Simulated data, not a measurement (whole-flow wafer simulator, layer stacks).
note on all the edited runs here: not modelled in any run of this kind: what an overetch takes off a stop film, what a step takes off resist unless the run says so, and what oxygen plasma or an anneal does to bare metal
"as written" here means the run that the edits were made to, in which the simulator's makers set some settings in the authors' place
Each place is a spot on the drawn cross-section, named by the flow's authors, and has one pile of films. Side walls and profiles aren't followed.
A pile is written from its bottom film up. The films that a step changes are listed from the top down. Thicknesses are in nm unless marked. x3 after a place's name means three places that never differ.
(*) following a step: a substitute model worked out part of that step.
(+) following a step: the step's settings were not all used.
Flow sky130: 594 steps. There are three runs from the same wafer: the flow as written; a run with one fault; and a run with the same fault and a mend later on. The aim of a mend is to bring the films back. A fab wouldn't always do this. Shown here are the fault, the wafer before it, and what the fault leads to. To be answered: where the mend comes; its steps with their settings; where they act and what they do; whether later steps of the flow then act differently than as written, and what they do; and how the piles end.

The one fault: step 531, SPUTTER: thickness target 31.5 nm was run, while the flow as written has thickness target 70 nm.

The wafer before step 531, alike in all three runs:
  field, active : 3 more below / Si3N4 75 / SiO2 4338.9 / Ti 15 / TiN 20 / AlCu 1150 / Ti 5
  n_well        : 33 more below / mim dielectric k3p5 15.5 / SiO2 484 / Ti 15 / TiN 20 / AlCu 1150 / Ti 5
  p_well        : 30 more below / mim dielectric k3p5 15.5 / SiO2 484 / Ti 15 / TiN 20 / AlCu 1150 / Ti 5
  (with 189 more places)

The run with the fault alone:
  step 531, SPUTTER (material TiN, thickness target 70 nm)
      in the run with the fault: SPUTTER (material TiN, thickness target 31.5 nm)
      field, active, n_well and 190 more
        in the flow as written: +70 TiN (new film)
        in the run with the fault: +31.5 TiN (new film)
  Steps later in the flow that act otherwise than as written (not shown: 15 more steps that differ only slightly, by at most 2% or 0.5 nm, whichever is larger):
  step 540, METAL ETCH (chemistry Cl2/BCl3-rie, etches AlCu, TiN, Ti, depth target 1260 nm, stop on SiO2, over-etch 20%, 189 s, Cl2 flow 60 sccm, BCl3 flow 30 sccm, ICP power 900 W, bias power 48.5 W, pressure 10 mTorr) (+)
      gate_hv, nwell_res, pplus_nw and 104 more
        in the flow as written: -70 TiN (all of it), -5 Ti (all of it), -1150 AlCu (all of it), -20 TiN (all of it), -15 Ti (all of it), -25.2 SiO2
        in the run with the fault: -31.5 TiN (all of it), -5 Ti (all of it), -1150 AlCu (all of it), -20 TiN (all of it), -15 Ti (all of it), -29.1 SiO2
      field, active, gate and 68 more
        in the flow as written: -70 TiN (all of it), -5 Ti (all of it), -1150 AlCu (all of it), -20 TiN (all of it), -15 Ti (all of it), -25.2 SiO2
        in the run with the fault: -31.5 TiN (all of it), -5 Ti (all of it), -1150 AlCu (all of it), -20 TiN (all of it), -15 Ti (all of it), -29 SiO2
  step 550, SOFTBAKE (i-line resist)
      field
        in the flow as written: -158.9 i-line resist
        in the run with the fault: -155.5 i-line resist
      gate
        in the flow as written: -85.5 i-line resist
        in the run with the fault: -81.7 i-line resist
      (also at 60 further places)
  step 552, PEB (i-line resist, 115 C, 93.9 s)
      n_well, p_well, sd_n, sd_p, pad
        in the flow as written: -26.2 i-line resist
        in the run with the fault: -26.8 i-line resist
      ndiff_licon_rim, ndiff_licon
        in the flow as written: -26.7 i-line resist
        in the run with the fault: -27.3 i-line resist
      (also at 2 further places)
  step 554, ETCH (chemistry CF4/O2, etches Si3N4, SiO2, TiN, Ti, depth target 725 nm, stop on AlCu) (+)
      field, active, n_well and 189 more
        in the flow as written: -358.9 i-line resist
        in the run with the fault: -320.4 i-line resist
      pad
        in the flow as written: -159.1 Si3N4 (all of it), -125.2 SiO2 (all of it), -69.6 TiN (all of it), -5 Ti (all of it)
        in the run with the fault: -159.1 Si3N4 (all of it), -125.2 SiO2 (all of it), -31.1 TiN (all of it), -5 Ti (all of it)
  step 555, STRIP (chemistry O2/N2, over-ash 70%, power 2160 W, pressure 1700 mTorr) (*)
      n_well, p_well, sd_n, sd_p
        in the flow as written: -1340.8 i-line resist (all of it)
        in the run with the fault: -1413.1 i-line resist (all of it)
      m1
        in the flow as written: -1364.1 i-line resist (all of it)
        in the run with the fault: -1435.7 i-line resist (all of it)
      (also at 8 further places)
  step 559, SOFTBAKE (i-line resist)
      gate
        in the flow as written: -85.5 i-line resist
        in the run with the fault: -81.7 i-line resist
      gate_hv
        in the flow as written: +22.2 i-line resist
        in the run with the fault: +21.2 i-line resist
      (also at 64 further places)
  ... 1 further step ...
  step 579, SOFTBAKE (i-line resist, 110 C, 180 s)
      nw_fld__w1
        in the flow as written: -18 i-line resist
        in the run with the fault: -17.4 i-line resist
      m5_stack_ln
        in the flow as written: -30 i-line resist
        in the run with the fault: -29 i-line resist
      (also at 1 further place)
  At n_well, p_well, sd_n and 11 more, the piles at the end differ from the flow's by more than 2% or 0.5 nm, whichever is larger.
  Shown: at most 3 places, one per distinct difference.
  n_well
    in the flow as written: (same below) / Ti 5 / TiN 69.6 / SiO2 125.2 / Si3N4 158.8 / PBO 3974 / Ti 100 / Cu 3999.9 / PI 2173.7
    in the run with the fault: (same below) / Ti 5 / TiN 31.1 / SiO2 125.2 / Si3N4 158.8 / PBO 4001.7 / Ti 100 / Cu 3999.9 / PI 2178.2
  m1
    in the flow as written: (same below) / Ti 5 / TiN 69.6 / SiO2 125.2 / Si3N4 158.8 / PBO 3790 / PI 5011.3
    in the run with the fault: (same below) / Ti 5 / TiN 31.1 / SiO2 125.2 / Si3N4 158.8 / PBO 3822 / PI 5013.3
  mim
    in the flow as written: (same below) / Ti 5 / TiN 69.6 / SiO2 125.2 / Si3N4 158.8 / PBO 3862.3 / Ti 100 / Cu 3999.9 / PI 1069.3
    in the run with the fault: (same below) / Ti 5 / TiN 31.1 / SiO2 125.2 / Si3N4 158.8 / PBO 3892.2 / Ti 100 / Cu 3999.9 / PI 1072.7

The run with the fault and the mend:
  After step 531 comes the mend.
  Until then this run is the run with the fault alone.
  step 531a, SPUTTER (material TiN, thickness target 38.5 nm) (the flow's step 531, run once more with other settings)
      field, active, n_well and 190 more
        +38.5 TiN
  Later steps of the flow that are run all act as written at every place that is followed.
  By the end, the piles equal the flow's at every place that both follow.
